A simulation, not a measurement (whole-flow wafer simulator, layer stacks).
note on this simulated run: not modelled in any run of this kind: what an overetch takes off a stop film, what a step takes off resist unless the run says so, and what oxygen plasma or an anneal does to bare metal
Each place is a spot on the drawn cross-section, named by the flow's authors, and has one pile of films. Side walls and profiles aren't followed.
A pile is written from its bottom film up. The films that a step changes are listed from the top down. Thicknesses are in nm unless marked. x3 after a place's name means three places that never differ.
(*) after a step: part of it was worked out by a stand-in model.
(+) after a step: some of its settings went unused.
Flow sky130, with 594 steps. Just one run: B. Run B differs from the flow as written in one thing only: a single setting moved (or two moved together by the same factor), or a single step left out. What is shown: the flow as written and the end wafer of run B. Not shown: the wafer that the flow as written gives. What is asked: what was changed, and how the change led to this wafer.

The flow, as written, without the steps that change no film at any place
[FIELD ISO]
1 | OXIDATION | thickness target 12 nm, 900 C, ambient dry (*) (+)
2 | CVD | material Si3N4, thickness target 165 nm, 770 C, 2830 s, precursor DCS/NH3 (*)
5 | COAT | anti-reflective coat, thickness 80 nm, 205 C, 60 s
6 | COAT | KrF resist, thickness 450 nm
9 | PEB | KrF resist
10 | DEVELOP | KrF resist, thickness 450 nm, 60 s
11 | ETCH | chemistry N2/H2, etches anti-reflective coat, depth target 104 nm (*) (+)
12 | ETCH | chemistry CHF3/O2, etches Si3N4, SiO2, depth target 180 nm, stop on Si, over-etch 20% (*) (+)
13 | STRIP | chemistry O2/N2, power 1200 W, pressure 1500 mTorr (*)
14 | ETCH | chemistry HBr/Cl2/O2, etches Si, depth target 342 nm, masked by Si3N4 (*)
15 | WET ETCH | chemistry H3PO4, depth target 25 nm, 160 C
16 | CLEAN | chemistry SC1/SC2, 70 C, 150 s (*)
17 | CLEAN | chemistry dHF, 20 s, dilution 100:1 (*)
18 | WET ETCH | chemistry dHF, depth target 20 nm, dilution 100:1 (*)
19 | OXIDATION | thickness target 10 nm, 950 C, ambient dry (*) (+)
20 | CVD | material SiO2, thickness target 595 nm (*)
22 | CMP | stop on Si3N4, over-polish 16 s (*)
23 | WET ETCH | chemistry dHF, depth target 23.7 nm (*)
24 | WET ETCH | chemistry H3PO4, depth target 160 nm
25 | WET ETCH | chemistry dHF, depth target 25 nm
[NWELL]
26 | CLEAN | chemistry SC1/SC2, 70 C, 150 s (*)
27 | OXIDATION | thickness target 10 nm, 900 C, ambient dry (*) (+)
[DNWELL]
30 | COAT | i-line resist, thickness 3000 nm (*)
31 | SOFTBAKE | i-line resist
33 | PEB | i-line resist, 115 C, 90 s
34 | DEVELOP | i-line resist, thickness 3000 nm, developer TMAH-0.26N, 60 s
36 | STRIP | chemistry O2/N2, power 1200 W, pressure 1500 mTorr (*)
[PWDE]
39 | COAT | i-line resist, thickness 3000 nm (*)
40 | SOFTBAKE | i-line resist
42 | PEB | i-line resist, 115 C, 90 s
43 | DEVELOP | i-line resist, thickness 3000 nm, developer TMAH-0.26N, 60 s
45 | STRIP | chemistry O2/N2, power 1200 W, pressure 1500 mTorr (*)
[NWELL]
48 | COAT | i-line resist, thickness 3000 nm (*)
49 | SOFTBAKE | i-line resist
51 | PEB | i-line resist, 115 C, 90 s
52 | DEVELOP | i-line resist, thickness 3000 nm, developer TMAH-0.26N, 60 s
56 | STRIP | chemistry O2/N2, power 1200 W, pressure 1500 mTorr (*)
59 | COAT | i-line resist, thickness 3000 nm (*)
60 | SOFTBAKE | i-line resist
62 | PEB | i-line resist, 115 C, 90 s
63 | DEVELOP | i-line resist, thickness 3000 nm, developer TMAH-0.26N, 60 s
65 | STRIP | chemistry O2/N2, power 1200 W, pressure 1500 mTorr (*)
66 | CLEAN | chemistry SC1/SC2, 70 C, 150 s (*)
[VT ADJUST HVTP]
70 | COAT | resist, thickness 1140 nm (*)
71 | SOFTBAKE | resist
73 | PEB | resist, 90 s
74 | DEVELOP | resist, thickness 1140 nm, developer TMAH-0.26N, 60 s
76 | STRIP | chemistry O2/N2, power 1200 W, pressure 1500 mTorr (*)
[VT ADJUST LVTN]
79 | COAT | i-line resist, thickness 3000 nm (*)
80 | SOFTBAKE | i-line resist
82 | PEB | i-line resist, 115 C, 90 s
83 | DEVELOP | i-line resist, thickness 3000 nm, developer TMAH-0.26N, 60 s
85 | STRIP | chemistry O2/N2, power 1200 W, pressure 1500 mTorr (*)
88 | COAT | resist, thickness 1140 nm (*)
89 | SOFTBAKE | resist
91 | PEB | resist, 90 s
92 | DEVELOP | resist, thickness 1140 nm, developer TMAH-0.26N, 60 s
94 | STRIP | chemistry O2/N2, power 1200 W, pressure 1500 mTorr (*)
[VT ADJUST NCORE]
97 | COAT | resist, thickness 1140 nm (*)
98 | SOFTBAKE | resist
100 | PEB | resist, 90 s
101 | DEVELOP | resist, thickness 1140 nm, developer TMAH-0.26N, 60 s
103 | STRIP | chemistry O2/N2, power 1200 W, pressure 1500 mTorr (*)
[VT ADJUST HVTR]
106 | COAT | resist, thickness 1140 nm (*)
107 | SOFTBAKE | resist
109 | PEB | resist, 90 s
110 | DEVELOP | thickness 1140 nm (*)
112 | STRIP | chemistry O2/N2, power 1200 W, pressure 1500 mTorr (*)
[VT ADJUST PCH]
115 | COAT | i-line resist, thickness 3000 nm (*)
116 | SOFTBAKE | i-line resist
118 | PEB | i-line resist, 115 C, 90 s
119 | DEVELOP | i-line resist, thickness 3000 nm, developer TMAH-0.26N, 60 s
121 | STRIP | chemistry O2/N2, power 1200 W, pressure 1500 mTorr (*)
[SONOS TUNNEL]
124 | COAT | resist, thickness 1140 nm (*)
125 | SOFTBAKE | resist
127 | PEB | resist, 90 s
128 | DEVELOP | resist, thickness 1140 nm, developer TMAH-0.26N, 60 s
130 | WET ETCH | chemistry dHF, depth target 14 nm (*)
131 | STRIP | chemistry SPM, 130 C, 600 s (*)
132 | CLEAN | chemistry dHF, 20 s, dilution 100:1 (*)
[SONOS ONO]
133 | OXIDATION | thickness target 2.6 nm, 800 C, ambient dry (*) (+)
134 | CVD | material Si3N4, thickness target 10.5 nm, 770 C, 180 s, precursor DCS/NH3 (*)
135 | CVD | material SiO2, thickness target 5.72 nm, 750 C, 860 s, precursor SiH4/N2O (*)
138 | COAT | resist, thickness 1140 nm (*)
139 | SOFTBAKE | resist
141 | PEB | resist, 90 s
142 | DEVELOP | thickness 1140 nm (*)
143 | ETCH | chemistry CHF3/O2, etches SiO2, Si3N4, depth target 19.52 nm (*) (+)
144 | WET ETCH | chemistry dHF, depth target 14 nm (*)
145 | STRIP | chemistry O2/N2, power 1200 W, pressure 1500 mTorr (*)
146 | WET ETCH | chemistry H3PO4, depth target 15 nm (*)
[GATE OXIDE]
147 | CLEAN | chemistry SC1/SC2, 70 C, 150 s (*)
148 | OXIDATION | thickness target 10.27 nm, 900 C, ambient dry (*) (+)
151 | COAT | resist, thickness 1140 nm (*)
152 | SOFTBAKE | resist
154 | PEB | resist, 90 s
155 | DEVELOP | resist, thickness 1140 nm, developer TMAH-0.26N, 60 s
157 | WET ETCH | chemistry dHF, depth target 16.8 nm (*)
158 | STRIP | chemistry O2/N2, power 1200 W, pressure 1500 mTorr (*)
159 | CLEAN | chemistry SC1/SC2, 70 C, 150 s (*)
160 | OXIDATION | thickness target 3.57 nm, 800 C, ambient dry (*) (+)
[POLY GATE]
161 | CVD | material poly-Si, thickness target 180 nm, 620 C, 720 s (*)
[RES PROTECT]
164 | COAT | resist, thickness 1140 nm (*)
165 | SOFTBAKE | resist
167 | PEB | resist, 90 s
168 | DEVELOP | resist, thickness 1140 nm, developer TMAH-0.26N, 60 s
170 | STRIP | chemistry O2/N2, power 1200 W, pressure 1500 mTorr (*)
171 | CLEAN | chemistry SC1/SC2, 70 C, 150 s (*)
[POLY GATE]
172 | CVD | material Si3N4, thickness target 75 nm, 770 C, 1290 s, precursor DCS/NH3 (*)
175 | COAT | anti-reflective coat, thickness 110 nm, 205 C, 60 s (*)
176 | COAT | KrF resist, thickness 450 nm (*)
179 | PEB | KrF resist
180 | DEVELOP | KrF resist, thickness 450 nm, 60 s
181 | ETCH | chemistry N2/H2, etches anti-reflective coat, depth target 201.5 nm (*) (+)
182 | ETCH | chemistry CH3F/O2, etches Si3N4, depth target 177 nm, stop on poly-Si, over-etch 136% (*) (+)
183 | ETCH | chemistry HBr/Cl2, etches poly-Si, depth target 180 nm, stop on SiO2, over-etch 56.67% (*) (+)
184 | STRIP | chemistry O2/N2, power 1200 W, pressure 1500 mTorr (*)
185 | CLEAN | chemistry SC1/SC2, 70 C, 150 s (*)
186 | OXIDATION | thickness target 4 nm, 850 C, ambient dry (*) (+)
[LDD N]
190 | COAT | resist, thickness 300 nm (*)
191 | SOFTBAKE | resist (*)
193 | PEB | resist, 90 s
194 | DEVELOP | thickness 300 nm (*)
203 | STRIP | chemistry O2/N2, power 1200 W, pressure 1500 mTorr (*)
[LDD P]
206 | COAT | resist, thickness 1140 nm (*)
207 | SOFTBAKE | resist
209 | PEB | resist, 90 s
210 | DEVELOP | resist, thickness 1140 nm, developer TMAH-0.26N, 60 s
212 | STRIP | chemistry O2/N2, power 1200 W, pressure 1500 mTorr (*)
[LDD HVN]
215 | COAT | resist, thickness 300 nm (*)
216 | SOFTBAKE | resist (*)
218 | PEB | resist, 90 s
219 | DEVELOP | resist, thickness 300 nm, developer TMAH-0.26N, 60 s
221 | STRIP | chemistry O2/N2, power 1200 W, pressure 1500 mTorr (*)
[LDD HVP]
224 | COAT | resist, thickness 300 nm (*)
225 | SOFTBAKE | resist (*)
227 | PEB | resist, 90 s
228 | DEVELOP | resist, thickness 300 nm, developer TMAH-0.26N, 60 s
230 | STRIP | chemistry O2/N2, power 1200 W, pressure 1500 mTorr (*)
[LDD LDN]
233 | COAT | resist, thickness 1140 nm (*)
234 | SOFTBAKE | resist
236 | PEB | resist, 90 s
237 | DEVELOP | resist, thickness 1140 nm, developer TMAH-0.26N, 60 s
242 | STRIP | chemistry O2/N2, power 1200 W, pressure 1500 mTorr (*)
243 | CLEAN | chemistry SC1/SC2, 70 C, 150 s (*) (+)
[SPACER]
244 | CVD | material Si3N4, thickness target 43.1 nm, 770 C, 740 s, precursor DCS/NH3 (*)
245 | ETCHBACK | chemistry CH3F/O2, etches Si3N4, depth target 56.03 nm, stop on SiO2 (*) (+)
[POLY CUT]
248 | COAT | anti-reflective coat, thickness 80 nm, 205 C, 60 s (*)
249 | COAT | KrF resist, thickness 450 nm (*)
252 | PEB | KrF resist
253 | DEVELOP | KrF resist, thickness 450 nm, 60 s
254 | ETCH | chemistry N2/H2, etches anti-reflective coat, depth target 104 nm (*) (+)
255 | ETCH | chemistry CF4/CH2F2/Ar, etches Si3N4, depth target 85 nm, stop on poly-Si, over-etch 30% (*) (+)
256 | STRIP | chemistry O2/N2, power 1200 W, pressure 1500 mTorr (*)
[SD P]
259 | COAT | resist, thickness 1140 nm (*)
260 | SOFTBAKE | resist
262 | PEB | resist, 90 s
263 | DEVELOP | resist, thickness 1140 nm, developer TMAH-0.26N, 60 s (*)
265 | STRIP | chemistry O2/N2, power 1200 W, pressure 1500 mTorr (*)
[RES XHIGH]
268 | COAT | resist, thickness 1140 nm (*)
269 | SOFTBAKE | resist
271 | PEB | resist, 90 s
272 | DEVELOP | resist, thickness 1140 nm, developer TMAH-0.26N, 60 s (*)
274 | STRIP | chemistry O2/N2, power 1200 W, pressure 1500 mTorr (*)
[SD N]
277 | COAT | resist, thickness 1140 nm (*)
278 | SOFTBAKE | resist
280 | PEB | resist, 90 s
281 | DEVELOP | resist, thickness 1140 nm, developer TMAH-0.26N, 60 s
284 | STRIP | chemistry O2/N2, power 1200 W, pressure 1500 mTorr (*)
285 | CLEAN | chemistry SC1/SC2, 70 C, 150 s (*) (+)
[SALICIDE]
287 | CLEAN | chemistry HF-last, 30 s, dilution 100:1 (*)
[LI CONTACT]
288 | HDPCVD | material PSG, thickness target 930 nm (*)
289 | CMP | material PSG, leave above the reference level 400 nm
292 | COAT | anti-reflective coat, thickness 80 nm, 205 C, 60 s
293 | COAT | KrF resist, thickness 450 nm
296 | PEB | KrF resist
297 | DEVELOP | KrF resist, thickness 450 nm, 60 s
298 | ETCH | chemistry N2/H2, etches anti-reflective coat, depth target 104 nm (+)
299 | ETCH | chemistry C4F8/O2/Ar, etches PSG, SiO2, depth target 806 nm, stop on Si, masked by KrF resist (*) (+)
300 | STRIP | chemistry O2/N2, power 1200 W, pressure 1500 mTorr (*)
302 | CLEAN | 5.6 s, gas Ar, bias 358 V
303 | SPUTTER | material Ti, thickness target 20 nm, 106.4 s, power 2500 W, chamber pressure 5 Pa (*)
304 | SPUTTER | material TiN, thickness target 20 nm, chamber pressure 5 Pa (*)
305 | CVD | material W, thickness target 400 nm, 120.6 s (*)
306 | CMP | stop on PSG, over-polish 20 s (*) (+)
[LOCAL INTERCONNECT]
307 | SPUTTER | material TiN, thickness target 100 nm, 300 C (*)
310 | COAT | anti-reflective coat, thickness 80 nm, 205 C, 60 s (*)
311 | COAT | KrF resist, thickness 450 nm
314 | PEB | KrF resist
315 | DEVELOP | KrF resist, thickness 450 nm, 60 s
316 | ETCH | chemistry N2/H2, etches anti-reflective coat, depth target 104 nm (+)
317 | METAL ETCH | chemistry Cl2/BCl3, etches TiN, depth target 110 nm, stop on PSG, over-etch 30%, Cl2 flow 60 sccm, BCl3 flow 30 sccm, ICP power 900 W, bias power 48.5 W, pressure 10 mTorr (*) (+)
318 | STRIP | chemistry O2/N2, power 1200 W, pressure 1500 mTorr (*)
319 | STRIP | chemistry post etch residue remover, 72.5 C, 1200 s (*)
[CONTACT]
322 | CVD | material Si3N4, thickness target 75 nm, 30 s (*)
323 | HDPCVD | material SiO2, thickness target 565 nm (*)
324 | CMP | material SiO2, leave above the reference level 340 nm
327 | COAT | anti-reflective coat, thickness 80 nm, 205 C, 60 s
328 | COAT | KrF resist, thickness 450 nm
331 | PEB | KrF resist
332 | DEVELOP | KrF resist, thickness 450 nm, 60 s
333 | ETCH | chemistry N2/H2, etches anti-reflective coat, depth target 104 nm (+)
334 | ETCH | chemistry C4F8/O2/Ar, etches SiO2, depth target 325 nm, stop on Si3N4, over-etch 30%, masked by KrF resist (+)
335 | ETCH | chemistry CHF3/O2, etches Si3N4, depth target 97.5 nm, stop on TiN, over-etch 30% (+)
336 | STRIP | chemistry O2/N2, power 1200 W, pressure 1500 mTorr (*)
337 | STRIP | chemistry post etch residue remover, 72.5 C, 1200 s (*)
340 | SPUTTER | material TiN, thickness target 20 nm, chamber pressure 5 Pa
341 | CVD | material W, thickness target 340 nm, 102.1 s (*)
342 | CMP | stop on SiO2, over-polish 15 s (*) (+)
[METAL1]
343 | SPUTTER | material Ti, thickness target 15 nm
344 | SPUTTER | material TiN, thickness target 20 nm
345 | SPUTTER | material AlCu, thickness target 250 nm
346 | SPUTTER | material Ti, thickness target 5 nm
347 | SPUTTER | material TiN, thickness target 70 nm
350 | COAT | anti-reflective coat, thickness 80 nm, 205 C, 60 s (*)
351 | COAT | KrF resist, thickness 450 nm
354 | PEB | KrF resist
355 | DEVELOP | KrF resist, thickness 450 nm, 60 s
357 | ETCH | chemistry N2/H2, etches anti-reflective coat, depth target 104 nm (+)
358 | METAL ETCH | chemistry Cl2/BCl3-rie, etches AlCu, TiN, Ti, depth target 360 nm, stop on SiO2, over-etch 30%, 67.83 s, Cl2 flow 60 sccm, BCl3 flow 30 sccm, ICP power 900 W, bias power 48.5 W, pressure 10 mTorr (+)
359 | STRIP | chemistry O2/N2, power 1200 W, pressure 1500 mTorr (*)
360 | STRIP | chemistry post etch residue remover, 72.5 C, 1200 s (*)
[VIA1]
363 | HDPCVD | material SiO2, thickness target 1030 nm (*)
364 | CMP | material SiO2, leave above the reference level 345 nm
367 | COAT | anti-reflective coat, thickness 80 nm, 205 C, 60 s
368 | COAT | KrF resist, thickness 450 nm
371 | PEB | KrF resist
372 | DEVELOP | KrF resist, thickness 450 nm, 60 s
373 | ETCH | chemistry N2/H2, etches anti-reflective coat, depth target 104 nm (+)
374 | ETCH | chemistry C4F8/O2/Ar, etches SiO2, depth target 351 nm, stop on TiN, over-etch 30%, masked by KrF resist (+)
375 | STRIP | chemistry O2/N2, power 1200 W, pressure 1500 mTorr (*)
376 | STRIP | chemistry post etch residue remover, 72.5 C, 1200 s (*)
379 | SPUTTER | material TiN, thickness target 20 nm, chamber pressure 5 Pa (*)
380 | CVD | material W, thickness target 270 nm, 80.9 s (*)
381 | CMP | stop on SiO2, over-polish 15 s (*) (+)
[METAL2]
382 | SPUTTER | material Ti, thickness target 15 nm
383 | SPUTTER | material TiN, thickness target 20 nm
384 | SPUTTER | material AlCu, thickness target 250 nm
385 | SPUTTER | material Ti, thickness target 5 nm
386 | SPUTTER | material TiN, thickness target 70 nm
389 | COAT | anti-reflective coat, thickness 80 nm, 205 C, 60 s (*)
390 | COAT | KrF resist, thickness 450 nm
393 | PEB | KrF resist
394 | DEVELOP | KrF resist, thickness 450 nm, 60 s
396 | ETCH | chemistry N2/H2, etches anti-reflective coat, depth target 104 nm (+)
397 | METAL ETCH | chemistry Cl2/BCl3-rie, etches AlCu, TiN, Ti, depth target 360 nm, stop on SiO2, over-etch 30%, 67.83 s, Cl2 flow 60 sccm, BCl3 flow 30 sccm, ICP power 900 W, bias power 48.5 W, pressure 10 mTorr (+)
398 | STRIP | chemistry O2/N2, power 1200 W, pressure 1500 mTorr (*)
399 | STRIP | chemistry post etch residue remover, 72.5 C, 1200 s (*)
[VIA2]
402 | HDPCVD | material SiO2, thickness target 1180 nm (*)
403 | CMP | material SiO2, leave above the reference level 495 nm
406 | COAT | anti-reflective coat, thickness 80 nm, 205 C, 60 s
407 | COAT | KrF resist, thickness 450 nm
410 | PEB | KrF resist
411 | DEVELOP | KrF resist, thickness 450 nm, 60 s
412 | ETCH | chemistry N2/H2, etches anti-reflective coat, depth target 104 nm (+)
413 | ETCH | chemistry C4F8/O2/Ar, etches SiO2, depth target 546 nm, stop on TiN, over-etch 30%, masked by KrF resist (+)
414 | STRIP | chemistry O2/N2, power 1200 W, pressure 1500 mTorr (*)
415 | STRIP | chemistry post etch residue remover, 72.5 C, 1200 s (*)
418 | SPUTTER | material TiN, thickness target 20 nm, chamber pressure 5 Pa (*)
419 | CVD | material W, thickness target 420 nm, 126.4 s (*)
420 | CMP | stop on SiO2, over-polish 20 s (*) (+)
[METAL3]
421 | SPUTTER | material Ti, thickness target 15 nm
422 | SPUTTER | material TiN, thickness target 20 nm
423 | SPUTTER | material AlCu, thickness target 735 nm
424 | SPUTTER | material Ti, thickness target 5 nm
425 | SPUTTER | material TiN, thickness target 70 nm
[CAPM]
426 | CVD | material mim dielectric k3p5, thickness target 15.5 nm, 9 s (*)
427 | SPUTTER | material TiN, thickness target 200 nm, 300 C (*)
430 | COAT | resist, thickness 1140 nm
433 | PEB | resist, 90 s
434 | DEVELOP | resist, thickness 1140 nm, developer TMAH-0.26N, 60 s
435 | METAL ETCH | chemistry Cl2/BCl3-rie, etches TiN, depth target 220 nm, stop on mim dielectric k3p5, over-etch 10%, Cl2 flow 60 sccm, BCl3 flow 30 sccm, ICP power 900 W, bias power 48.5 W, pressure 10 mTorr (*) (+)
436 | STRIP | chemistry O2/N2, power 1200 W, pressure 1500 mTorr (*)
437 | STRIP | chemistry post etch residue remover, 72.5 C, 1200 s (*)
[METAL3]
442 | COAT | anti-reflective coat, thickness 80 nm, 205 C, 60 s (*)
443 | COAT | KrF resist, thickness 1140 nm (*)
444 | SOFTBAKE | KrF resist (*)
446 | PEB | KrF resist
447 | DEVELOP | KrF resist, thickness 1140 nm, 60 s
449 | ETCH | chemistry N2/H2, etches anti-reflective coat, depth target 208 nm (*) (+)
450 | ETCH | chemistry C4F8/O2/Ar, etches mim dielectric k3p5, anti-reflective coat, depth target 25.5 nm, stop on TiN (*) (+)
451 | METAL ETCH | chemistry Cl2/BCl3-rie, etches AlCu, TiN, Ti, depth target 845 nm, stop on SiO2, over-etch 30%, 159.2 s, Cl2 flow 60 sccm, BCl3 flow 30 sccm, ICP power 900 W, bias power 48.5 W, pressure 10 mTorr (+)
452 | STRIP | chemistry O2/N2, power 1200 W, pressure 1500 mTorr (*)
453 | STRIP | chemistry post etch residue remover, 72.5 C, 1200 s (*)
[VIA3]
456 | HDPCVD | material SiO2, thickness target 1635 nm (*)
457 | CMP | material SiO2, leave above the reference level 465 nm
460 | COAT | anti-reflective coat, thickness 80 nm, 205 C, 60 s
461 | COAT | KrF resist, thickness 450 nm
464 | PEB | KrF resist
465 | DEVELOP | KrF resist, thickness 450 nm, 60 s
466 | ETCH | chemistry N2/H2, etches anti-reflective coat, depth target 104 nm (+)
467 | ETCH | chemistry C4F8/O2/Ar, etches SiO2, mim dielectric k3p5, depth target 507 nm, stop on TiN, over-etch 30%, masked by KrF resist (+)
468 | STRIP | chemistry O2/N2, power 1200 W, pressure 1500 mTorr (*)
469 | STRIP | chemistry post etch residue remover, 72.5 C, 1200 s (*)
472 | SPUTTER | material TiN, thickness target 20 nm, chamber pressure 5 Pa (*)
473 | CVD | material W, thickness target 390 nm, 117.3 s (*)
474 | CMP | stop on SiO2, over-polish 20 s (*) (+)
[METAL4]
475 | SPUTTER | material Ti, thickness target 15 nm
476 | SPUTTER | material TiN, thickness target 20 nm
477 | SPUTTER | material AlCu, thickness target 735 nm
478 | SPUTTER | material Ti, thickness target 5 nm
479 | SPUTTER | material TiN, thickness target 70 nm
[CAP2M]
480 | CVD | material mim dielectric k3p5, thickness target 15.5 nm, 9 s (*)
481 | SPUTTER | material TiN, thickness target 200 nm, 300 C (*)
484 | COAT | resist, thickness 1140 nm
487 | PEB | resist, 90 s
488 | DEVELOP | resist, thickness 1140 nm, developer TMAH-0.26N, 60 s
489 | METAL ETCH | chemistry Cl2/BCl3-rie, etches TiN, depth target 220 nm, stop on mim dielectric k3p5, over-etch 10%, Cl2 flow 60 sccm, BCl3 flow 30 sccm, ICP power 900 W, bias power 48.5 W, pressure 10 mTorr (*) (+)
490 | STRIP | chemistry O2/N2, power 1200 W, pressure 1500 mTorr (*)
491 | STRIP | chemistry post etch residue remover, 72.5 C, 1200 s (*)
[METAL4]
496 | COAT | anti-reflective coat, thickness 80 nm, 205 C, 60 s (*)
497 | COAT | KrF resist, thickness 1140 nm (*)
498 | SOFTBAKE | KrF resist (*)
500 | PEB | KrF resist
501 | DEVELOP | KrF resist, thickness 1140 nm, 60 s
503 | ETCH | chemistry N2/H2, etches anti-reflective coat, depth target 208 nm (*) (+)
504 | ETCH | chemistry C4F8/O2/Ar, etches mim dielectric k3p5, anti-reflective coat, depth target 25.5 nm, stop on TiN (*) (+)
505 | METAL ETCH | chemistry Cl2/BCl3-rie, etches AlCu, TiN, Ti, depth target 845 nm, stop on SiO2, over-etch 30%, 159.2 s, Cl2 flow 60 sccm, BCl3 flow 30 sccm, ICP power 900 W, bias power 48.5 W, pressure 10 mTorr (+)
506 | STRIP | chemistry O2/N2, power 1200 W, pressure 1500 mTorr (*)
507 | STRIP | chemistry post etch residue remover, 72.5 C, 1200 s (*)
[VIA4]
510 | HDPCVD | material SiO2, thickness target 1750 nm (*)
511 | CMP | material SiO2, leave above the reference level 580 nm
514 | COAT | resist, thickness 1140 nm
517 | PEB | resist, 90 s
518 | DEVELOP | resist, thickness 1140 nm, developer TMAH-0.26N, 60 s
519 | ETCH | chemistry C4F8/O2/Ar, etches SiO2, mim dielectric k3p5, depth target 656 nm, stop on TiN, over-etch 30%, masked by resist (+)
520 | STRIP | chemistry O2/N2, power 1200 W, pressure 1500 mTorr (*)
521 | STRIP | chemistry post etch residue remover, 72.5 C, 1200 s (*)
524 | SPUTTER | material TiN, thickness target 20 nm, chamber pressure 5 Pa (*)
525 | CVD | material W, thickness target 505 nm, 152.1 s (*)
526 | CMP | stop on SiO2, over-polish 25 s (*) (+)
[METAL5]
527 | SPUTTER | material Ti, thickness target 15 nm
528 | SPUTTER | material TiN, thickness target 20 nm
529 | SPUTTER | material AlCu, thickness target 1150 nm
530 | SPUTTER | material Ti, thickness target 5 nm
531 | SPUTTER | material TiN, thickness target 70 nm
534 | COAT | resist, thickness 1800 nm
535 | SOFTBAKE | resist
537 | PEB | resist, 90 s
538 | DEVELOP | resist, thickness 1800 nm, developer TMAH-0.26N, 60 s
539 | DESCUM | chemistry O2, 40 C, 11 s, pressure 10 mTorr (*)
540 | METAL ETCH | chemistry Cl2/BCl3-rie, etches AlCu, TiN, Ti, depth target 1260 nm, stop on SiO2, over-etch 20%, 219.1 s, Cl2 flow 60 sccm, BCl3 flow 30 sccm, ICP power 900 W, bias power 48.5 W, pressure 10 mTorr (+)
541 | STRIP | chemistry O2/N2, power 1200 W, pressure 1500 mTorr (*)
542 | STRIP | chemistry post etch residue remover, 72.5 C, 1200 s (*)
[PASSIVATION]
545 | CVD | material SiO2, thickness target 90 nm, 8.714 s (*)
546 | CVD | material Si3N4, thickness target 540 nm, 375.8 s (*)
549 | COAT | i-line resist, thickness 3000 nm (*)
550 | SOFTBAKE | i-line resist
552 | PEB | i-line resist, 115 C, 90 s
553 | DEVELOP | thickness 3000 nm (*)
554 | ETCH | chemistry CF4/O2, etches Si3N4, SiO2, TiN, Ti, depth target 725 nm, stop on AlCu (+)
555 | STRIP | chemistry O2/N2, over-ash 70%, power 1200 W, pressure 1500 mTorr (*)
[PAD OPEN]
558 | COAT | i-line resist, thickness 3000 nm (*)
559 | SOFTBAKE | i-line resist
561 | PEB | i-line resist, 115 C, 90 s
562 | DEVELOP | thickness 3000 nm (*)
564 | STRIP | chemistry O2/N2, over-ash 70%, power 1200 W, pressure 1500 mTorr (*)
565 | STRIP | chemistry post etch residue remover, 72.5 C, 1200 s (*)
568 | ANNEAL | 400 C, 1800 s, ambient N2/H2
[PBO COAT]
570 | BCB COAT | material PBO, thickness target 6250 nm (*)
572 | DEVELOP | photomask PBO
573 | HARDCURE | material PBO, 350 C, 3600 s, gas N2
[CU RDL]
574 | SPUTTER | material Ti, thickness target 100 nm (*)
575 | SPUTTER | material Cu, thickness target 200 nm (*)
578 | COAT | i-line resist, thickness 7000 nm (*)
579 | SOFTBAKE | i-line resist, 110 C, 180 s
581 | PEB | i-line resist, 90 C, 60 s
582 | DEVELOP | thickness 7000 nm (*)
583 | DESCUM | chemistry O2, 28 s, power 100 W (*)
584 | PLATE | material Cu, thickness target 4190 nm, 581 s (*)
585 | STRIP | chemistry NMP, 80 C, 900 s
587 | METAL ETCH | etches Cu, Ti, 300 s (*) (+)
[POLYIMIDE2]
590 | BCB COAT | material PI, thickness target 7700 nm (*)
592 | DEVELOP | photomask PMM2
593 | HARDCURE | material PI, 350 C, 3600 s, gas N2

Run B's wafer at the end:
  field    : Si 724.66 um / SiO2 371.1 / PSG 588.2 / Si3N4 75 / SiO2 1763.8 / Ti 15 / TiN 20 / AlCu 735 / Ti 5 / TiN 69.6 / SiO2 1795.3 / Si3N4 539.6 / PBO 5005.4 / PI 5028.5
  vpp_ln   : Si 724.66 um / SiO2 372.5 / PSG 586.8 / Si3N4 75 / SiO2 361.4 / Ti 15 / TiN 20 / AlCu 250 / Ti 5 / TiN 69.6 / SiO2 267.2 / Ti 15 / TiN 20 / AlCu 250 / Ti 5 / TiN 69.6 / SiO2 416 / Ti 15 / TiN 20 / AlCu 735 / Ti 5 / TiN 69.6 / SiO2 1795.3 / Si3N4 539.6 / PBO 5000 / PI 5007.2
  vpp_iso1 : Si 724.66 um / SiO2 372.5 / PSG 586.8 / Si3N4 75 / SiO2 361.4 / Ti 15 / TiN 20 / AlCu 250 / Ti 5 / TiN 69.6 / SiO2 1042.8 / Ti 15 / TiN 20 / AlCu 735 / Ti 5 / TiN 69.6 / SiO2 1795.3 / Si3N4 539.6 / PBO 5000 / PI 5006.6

Cause: step 451, METAL ETCH: chemistry Cl2/BCl3-rie, etches AlCu, TiN, Ti, depth target 845 nm, stop on SiO2, over-etch 30%, 159.2 s, Cl2 flow 60 sccm, BCl3 flow 30 sccm, ICP power 900 W, bias power 48.5 W, pressure 10 mTorr (+), was omitted.

The path from the change to this, step by step:
  452 | STRIP | chemistry O2/N2, power 1200 W, pressure 1500 mTorr (*)
      gate_hv, dice_street, pplus_nw and 73 more: KrF resist loses 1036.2 (all of it), anti-reflective coat loses 80 (all of it) (it would be, as written: KrF resist loses 486.9 (all of it), anti-reflective coat loses 80 (all of it))
      n_well, p_well, sd_n, sd_p, pad, mim_edge_gap, mim_edge_gap_sheet: KrF resist loses 1036.1 (all of it), anti-reflective coat loses 80 (all of it) (it would be, as written: KrF resist loses 486.9 (all of it), anti-reflective coat loses 80 (all of it))
      (as well as at 24 more places)
  456 | HDPCVD | material SiO2, thickness target 1635 nm (*)
      field, active, gate and 82 more: SiO2 gains 1635 (new film) (it would be, as written: SiO2 gains 1635)
  457 | CMP | material SiO2, leave above the reference level 465 nm
      field, active, gate and 82 more: SiO2 loses 1244.6 (it would be, as written: SiO2 loses 374.7)
With metal films that touch counted as one body, field has 1 body; the flow as written gives 0 bodies.
With metal films that touch counted as one body, vpp_ln has 3 bodies (between them, from the top down: SiO2 416; SiO2 267.2); the flow as written gives 2 bodies (between them, from the top down: SiO2 267.2).
With metal films that touch counted as one body, vpp_iso1 has 2 bodies (between them, from the top down: SiO2 1042.8); the flow as written gives 1 body.
